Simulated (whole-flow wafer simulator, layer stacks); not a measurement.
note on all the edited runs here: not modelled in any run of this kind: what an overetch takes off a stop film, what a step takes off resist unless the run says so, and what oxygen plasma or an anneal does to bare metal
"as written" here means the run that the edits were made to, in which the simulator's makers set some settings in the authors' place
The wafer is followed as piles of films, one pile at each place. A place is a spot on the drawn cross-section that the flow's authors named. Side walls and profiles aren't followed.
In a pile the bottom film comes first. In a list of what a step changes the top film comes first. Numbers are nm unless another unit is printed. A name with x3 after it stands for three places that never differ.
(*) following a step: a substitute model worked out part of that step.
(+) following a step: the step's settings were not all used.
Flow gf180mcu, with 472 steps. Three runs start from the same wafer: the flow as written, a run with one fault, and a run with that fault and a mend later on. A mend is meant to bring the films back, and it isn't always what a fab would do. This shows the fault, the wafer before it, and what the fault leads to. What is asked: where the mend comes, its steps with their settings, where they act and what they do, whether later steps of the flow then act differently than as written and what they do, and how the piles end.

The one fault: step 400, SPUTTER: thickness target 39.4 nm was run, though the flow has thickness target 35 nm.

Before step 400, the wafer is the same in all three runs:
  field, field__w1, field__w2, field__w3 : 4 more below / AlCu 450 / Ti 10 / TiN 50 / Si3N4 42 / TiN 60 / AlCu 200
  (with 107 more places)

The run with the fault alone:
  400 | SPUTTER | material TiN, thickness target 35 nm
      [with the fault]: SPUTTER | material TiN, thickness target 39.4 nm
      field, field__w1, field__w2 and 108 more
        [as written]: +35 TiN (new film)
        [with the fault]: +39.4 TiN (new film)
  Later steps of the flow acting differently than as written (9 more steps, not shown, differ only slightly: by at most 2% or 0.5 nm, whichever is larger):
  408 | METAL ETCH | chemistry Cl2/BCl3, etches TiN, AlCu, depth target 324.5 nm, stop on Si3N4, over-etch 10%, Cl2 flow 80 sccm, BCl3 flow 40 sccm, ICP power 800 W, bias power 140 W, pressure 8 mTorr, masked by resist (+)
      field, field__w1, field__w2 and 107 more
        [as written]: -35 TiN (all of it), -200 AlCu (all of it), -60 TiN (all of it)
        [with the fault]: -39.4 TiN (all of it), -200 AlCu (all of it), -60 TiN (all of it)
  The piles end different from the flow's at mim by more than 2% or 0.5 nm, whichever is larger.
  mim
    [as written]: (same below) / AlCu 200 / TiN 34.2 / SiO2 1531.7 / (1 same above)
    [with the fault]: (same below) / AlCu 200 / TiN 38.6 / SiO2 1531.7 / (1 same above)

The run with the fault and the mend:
  After step 407 comes the mend.
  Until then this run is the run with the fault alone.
  407a | STRIP | chemistry O2/N2, power 2160 W, pressure 1700 mTorr (*)
      mim
        -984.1 resist (all of it)
  407b | METAL ETCH | chemistry Cl2/BCl3, etches TiN, AlCu, Ti, depth target 4.4 nm, Cl2 flow 80 sccm, BCl3 flow 40 sccm, ICP power 800 W, bias power 140 W, pressure 8 mTorr (a further turn of the flow's step 260, with different settings)
      field, field__w1, field__w2 and 108 more
        -4.4 TiN
  407c | HMDS | 120 C, 60 s (a further turn of the flow's step 402)
      alters no film at any place that is followed
  407d | COAT | resist, thickness 1000 nm (a further turn of the flow's step 403)
      field, field__w1, field__w2 and 108 more
        +1000 resist (new film)
  407e | SOFTBAKE | resist (a further turn of the flow's step 404)
      alters no film at any place that is followed
  407f | EXPOSE | photomask FuseTop (a further turn of the flow's step 405)
      alters no film at any place that is followed
  407g | PEB | resist, 70.3 s (a further turn of the flow's step 406)
      field, field__w1, field__w2 and 108 more
        -15.9 resist
  407h | DEVELOP | thickness 1000 nm, 60 s (a further turn of the flow's step 407)
      field, field__w1, field__w2 and 107 more
        -984.1 resist (all of it)
  Later steps of the flow that are run all act as written at every place that is followed.
  By the end, the piles equal the flow's at every place that both follow.
